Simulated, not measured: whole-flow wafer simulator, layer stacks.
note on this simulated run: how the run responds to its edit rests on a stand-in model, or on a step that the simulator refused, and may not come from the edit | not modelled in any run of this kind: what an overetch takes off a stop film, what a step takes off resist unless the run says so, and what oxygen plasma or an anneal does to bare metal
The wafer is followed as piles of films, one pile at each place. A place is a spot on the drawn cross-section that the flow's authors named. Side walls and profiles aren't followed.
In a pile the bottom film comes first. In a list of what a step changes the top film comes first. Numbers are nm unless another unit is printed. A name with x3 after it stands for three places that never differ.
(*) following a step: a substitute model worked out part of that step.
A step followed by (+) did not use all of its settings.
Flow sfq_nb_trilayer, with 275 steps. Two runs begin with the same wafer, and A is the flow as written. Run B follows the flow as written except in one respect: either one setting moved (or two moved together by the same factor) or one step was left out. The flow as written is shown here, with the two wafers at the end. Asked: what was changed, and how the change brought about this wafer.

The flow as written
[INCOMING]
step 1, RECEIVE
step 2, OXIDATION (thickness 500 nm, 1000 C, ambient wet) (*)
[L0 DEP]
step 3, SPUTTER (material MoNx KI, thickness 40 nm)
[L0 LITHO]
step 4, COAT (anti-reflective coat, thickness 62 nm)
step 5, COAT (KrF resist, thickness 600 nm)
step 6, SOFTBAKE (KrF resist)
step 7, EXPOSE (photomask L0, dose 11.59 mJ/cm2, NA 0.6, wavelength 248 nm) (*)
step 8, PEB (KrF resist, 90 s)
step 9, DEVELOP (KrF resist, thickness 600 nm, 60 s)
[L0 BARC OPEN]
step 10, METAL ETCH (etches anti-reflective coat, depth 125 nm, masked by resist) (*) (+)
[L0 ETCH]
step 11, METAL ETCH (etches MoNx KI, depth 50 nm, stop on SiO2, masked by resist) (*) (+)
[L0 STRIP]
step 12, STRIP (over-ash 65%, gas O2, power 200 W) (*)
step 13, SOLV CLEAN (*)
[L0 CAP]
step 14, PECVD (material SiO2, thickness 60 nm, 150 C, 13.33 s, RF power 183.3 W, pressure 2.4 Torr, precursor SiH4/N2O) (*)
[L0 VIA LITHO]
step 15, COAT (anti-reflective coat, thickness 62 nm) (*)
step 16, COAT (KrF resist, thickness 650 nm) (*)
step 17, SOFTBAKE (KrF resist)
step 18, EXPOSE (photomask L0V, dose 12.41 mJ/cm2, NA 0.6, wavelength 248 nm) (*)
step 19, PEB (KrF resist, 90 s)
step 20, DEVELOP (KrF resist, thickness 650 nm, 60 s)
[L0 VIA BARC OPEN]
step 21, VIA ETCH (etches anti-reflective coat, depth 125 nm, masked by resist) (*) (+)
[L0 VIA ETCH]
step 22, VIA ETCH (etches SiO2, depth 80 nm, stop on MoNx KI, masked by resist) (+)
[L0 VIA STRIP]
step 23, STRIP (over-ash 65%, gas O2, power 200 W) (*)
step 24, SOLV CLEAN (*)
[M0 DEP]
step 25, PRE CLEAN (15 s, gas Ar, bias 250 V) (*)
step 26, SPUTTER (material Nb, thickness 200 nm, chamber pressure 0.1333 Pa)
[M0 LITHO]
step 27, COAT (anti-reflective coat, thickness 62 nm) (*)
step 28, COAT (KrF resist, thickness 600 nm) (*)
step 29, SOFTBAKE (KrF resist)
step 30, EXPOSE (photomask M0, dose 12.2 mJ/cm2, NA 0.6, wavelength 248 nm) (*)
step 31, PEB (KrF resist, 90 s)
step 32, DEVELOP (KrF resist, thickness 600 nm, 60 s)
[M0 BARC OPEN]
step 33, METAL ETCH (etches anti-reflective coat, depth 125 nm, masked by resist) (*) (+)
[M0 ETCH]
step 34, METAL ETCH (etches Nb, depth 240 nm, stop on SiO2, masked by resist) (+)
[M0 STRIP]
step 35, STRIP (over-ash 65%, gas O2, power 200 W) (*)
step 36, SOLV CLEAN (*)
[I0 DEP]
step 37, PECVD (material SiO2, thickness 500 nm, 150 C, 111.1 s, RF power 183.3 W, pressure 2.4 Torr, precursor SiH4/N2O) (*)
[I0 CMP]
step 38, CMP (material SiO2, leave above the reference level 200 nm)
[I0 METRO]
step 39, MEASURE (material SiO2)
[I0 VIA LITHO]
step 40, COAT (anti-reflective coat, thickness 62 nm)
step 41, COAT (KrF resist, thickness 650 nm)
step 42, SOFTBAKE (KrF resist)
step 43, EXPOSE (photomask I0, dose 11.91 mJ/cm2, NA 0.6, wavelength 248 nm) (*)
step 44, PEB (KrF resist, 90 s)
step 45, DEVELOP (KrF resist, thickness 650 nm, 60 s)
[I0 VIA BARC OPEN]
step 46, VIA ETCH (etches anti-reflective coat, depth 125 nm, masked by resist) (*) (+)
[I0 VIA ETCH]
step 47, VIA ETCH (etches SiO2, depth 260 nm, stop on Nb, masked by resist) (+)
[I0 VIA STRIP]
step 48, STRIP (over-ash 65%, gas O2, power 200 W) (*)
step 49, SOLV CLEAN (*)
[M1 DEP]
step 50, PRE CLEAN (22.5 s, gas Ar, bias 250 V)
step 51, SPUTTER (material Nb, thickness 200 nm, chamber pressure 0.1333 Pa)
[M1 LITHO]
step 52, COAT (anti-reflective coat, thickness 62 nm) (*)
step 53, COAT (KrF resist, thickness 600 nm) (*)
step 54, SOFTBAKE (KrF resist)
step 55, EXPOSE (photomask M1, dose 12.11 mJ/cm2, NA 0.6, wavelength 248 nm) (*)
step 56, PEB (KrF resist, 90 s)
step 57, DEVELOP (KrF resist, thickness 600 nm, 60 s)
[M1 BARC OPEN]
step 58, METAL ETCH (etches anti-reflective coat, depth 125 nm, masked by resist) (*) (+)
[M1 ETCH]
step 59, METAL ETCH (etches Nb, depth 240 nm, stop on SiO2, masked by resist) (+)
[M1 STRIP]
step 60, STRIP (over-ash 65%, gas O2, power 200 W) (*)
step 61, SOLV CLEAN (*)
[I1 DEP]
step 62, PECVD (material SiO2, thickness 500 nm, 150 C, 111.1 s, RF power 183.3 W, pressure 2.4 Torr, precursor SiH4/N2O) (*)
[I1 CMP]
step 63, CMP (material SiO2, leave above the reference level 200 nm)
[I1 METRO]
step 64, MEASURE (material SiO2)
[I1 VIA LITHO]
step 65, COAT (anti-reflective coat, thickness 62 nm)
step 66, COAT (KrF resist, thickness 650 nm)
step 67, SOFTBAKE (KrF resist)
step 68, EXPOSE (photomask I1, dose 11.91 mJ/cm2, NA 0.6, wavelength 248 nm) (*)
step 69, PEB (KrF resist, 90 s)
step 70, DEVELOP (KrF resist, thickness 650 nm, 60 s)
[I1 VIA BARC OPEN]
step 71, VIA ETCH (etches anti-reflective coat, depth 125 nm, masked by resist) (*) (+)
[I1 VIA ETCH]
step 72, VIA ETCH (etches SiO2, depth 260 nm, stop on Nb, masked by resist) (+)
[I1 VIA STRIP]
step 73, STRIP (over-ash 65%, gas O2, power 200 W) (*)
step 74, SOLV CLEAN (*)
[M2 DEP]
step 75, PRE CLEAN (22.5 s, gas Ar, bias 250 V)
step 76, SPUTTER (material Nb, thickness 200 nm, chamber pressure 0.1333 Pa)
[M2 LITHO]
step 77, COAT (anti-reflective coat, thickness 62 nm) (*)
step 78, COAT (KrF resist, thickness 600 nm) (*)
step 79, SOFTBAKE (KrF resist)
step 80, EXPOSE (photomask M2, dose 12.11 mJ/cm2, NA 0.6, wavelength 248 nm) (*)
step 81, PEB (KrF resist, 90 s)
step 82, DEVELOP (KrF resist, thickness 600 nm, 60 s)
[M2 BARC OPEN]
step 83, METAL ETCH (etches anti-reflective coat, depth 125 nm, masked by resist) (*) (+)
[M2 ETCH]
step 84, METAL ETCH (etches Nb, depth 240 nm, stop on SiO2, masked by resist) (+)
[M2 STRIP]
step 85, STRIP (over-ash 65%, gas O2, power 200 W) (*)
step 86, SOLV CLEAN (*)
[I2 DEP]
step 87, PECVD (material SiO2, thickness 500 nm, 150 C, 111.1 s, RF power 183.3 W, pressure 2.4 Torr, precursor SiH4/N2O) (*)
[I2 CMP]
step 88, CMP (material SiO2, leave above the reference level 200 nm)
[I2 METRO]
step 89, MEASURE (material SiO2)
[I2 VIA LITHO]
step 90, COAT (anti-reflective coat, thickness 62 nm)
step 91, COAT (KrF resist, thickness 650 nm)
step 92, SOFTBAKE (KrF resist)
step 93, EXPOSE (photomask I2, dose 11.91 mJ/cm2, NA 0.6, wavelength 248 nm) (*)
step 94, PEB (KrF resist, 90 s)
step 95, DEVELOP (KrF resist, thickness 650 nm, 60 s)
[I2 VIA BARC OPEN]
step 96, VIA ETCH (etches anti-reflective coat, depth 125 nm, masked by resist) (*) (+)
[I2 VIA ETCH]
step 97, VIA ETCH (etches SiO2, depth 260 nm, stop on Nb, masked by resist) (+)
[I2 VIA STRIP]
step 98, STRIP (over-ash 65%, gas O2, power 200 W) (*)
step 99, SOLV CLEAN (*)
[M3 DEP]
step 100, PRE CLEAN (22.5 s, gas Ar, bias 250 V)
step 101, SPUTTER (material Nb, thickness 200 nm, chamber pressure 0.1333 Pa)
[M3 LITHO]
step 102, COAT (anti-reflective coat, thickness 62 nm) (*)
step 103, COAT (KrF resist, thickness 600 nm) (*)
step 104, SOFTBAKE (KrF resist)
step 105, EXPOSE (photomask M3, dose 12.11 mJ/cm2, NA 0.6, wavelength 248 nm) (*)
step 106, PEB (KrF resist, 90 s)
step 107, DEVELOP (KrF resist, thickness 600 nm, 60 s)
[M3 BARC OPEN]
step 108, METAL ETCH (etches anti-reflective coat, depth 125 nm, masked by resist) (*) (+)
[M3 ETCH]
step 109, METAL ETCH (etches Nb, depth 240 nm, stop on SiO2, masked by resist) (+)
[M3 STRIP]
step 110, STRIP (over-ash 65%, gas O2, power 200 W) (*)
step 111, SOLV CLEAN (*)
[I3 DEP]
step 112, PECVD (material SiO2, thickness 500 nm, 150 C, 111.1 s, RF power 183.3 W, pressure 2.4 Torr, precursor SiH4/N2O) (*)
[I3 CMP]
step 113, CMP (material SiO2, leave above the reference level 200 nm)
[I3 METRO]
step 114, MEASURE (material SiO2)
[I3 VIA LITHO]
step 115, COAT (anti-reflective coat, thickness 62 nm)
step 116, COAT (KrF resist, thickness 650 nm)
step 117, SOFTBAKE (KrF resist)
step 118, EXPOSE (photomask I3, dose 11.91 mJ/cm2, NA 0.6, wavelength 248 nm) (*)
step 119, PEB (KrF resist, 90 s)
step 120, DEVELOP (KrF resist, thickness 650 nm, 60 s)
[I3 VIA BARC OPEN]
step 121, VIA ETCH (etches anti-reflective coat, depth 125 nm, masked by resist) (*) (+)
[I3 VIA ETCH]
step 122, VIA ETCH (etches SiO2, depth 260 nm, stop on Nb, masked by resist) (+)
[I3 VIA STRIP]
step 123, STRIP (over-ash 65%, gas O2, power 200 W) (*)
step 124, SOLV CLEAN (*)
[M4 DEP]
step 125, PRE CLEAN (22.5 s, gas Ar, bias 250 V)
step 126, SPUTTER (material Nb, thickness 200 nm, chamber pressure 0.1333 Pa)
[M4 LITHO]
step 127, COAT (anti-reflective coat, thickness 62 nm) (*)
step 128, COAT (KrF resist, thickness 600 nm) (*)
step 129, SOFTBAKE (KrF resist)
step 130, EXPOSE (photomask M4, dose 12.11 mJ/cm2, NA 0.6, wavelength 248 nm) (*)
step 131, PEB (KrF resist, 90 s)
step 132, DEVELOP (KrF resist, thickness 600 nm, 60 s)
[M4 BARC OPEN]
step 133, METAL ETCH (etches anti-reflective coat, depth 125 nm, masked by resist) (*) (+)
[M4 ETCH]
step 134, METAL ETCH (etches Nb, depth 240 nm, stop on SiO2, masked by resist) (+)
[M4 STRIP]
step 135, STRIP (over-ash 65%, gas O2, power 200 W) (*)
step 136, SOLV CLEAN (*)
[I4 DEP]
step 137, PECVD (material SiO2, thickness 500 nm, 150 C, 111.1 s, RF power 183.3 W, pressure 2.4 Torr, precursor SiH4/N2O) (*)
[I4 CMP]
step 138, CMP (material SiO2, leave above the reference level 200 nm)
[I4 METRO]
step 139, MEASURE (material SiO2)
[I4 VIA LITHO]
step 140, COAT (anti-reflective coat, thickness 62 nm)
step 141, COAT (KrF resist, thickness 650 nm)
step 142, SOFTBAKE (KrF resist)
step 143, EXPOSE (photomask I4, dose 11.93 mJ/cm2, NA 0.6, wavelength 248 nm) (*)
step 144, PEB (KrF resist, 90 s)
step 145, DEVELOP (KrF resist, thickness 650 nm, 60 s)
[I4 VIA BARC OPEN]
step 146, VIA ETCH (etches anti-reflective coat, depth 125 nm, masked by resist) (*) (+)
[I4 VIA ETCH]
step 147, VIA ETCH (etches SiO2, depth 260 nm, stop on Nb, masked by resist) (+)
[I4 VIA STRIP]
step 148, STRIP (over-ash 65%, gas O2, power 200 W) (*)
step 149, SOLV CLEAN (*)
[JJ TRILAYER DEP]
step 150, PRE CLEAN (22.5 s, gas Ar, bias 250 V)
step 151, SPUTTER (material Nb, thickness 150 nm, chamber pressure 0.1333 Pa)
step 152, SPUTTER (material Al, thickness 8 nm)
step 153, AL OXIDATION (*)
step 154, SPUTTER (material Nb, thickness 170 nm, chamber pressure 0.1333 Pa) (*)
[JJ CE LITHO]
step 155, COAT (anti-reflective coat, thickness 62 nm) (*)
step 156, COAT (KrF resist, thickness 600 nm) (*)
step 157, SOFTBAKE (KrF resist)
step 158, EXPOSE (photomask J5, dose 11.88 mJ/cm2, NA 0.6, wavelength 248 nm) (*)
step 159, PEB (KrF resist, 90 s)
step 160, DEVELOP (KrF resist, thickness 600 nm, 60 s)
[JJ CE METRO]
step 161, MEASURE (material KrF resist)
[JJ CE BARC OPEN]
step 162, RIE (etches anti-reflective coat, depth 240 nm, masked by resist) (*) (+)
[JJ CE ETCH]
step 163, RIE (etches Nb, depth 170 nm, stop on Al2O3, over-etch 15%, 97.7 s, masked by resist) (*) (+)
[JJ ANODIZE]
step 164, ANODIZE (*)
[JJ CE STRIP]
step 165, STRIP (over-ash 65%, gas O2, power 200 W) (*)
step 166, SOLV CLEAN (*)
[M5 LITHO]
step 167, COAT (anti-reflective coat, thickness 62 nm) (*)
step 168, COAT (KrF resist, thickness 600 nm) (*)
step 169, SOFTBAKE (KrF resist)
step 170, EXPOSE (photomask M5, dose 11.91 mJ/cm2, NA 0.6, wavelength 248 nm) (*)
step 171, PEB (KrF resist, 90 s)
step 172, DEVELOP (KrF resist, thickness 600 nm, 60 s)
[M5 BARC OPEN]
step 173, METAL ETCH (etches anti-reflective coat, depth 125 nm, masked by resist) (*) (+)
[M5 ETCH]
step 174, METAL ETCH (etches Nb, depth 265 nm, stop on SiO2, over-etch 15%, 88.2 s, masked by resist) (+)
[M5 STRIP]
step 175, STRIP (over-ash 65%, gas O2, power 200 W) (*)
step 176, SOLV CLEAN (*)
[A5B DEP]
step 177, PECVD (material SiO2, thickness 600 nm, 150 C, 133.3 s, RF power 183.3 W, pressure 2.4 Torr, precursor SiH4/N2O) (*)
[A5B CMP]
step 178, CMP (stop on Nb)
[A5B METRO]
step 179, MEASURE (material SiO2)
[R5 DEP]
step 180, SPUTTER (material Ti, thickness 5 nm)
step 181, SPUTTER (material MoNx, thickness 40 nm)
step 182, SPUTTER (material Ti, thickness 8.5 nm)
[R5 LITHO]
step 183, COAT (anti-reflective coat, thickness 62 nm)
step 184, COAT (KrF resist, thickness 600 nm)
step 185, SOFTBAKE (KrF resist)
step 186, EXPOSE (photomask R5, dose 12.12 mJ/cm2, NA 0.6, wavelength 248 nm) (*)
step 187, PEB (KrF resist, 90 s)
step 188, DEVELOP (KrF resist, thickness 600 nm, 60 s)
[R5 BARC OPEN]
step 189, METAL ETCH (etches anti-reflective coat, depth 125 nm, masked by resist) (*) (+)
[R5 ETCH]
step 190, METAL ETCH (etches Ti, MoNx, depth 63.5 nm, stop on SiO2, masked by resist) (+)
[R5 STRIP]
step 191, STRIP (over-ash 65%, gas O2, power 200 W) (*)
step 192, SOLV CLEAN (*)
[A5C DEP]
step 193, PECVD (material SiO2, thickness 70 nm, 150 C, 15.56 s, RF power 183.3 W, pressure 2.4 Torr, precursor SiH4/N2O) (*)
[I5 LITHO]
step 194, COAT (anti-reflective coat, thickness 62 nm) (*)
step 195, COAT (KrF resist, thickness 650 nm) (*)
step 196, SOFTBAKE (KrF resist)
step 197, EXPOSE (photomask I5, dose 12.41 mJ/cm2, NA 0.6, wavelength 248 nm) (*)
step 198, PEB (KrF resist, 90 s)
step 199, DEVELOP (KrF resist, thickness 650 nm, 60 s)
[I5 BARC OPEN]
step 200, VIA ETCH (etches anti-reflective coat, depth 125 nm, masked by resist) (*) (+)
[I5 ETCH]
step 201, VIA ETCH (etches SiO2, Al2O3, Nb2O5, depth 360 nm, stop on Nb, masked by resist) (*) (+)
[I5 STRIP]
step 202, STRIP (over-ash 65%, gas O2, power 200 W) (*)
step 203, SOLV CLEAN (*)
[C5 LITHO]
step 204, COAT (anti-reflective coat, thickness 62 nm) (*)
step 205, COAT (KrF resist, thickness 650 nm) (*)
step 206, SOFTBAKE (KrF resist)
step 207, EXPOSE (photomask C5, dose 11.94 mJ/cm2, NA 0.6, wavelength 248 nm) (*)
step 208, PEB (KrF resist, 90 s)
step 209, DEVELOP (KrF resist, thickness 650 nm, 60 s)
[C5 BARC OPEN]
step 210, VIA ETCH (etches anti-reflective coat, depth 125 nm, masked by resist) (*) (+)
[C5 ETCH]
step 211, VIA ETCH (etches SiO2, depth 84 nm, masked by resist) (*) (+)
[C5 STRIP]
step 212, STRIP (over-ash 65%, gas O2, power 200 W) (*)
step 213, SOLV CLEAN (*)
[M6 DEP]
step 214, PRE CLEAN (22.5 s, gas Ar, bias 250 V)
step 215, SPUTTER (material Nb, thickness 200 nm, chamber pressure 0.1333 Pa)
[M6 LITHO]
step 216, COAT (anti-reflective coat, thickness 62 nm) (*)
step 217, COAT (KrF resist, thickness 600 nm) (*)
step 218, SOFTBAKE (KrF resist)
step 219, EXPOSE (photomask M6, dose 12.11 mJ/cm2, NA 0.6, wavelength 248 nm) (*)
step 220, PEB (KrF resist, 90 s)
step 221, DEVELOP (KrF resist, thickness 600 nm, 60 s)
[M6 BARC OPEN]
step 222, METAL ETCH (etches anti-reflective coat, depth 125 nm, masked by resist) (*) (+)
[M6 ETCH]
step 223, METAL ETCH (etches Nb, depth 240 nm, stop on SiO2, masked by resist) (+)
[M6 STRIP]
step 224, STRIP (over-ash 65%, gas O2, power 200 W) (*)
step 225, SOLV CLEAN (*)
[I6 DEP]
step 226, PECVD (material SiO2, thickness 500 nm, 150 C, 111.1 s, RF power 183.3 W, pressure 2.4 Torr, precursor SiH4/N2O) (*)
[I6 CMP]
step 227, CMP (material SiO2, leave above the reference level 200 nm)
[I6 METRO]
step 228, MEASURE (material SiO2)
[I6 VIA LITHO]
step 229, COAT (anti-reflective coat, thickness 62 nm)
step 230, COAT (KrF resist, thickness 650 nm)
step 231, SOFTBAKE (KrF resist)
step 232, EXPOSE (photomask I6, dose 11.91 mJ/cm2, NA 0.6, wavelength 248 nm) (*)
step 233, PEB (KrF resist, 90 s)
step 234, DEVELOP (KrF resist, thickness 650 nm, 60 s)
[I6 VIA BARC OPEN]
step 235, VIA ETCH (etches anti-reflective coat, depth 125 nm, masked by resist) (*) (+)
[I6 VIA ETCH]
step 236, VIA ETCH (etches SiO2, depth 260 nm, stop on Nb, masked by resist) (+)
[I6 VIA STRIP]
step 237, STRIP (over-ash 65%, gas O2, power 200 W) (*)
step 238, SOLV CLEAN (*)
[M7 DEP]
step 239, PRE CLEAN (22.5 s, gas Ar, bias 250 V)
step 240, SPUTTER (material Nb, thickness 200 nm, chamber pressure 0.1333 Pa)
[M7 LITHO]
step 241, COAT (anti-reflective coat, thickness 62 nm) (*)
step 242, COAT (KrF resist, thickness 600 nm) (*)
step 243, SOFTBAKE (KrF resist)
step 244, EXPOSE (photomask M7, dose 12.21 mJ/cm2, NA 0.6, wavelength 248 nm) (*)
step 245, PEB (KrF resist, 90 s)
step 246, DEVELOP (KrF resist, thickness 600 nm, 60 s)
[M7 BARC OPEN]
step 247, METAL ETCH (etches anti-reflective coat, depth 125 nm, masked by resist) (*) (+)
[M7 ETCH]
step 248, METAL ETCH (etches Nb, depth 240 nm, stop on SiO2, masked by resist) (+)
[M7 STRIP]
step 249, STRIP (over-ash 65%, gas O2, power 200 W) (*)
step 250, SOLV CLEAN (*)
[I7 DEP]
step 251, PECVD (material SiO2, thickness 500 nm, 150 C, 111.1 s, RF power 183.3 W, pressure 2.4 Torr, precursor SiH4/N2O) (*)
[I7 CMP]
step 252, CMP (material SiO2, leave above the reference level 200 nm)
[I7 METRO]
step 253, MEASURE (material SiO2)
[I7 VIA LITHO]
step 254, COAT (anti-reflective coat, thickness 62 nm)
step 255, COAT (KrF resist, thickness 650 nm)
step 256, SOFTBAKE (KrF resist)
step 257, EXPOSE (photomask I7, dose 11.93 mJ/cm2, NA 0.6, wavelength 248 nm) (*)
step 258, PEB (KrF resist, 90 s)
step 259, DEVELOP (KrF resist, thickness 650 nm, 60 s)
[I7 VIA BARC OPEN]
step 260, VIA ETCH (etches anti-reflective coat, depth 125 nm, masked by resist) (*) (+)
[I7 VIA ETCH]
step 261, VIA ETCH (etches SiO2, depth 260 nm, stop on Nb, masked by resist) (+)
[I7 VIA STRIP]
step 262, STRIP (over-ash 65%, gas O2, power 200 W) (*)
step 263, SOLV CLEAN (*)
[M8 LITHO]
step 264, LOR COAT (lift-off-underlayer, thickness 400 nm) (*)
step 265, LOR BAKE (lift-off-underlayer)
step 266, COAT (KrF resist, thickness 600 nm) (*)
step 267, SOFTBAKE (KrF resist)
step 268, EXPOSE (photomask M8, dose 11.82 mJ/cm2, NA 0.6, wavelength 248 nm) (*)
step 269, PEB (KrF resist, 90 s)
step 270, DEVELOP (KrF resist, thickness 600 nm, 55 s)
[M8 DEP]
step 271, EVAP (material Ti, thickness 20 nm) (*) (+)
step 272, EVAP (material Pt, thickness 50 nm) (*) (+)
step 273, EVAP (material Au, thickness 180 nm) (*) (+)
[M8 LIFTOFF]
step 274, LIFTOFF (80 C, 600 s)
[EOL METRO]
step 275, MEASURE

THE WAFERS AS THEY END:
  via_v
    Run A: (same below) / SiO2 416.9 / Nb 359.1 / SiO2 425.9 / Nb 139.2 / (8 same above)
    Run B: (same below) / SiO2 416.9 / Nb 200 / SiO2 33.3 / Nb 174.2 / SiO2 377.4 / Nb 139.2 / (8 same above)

What caused this: step 122, VIA ETCH: depth 159 nm was run, though the flow has depth 260 nm.

The path from the change to this, step by step:
  step 122, VIA ETCH (etches SiO2, depth 260 nm, stop on Nb, masked by resist) (+)
      via_v: A -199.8 SiO2 (all of it) | B -159 SiO2
      field_l, v_sur, via_wl and 102 more: A -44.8 KrF resist | B -27.4 KrF resist
  step 123, STRIP (over-ash 65%, gas O2, power 200 W) (*)
      field_l, v_sur, via_wl and 102 more: A -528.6 KrF resist (all of it), -62 anti-reflective coat (all of it) | B -546 KrF resist (all of it), -62 anti-reflective coat (all of it)
  step 125, PRE CLEAN (22.5 s, gas Ar, bias 250 V)
      via_v: A -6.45 Nb | B -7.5 SiO2
  step 126, SPUTTER (material Nb, thickness 200 nm, chamber pressure 0.1333 Pa)
      via_v: A +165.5 Nb | B +174.2 Nb (new film)
  step 127, COAT (anti-reflective coat, thickness 62 nm) (*)
      via_v: A +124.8 anti-reflective coat (new film) | B +114.4 anti-reflective coat (new film)
  step 128, COAT (KrF resist, thickness 600 nm) (*)
      via_v: A +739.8 KrF resist (new film) | B +707.9 KrF resist (new film)
  step 135, STRIP (over-ash 65%, gas O2, power 200 W) (*)
      via_v: A -521.8 KrF resist (all of it), -124.8 anti-reflective coat (all of it) | B -490 KrF resist (all of it), -114.4 anti-reflective coat (all of it)
  step 137, PECVD (material SiO2, thickness 500 nm, 150 C, 111.1 s, RF power 183.3 W, pressure 2.4 Torr, precursor SiH4/N2O) (*)
      via_v: A +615 SiO2 (new film) | B +542 SiO2 (new film)
  step 138, CMP (material SiO2, leave above the reference level 200 nm)
      via_v: A -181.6 SiO2 | B -157.1 SiO2
Taking metal films that touch as one body, via_v has 7 bodies (between them, from the top down: SiO2 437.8; SiO2 209 / Al2O3 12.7 / Nb2O5 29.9; SiO2 377.4; SiO2 33.3; SiO2 416.9; SiO2 192.5); the flow as written gives 6 bodies (between them, from the top down: SiO2 437.8; SiO2 209 / Al2O3 12.7 / Nb2O5 29.9; SiO2 425.9; SiO2 416.9; SiO2 192.5).
